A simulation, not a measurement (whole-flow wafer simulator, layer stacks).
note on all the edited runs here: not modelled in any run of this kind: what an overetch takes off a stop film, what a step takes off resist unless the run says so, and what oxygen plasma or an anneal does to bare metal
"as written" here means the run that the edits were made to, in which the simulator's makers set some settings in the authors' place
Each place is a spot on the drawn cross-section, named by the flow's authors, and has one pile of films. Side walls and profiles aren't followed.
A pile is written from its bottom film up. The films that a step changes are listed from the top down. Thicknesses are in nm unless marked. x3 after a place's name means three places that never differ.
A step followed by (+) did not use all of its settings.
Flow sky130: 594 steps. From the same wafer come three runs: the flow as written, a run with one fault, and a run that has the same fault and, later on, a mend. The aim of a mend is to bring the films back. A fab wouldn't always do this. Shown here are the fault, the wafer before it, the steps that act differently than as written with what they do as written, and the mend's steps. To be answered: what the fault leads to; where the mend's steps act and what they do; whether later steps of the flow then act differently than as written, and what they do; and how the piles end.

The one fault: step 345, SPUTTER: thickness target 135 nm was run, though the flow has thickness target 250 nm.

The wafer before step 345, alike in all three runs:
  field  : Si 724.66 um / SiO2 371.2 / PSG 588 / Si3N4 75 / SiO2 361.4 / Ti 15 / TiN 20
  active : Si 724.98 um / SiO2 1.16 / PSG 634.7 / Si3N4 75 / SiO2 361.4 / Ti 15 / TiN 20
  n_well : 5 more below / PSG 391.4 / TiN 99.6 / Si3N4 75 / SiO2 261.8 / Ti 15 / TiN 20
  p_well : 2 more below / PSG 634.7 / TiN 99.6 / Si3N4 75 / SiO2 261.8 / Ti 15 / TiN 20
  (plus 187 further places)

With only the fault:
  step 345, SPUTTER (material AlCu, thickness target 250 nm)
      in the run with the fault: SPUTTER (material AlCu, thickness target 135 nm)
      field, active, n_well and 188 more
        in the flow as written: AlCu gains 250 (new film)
        in the run with the fault: AlCu gains 135 (new film)
  Steps later in the flow that act otherwise than as written:
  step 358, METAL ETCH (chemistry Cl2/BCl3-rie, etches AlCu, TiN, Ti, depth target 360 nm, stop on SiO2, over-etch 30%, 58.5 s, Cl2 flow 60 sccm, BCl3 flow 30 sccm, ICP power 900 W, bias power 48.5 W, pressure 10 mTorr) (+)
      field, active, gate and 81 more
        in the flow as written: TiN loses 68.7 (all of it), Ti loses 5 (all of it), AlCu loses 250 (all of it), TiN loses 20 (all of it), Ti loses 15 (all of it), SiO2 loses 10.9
        in the run with the fault: TiN loses 68.7 (all of it), Ti loses 5 (all of it), AlCu loses 135 (all of it), TiN loses 20 (all of it), Ti loses 15 (all of it), SiO2 loses 22.4
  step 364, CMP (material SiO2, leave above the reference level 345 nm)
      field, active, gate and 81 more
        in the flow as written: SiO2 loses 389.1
        in the run with the fault: SiO2 loses 492.6
  At field, active, n_well and 190 more, the piles at the end differ from the flow's by more than 2% or 0.5 nm, whichever is larger.
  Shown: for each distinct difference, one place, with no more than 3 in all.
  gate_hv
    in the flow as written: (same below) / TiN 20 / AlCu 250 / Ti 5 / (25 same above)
    in the run with the fault: (same below) / TiN 20 / AlCu 135 / Ti 5 / (25 same above)
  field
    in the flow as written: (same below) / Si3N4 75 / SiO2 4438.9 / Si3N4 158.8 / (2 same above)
    in the run with the fault: (same below) / Si3N4 75 / SiO2 4323.9 / Si3N4 158.8 / (2 same above)
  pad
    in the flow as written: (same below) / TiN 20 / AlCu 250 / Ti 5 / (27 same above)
    in the run with the fault: (same below) / TiN 20 / AlCu 135 / Ti 5 / (27 same above)

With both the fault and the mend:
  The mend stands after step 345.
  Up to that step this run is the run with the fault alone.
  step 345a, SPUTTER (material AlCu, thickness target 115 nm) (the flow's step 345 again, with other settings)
      field, active, n_well and 188 more
        AlCu gains 115
  None of the later steps of the flow acts differently than as written at any place that is followed.
  The piles end the same as the flow's at every place that both follow.
